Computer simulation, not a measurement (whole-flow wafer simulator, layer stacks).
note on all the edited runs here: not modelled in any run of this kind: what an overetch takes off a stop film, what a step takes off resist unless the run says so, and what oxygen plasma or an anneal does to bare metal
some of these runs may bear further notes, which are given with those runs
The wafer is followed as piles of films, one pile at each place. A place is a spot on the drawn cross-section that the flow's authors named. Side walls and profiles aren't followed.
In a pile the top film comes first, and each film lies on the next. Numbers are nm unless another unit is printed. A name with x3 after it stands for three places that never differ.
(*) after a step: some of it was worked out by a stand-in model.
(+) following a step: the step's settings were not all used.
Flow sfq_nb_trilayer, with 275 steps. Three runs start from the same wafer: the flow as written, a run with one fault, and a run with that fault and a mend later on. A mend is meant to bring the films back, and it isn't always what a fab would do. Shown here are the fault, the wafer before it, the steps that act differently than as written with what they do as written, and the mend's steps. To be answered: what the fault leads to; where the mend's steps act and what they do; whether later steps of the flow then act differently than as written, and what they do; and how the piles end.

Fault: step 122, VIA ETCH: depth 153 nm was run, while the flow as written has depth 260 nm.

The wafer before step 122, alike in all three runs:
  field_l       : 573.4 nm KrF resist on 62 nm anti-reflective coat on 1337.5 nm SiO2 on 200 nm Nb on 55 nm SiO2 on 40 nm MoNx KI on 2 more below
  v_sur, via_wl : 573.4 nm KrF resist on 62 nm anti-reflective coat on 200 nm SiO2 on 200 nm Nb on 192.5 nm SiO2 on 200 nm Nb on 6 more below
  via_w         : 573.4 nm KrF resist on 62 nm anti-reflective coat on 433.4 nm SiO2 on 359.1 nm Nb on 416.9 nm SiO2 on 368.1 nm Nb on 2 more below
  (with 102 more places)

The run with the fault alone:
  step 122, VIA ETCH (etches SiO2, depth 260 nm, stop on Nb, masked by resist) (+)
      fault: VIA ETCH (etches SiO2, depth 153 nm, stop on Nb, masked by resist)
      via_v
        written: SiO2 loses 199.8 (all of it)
        fault: SiO2 loses 153
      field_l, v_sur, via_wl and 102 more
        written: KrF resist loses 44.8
        fault: KrF resist loses 26.4
  Steps further on in the flow that do not act as written (3 other steps are not shown; they differ only slightly, by no more than 2% or 0.5 nm, whichever is larger):
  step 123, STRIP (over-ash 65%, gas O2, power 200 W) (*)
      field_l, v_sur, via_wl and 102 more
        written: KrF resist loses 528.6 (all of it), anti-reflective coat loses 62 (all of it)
        fault: KrF resist loses 547.1 (all of it), anti-reflective coat loses 62 (all of it)
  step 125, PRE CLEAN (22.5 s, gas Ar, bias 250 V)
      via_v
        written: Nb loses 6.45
        fault: SiO2 loses 7.5
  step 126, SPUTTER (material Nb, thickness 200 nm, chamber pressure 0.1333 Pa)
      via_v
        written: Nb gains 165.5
        fault: Nb gains 175.6 (new film)
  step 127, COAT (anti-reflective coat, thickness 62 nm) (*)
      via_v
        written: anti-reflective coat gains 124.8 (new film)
        fault: anti-reflective coat gains 113.3 (new film)
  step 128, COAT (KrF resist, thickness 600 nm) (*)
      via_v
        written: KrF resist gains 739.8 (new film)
        fault: KrF resist gains 702.6 (new film)
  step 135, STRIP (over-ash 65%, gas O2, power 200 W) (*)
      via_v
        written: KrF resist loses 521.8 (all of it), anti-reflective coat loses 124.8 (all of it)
        fault: KrF resist loses 484.8 (all of it), anti-reflective coat loses 113.3 (all of it)
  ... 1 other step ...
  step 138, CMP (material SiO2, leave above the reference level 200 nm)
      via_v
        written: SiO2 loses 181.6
        fault: SiO2 loses 157.1
  By the end, the piles at via_v depart from the flow's by more than 2% or 0.5 nm, whichever is larger.
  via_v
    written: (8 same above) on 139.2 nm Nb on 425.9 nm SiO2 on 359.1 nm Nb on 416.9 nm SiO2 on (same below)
    fault: (8 same above) on 139.2 nm Nb on 370.1 nm SiO2 on 175.6 nm Nb on 39.3 nm SiO2 on 200 nm Nb on 416.9 nm SiO2 on (same below)

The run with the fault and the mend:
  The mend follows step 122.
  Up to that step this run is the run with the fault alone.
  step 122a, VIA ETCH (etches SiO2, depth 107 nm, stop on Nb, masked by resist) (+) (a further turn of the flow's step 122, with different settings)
      field_l, v_sur, via_wl and 102 more
        KrF resist loses 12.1
      via_v
        SiO2 loses 46.8 (all of it)
  Later steps of the flow that are run all act as written at every place that is followed, up to a difference of at most 2% or 0.5 nm, whichever is larger.
  At every place that both follow, the piles at the end match the flow's.
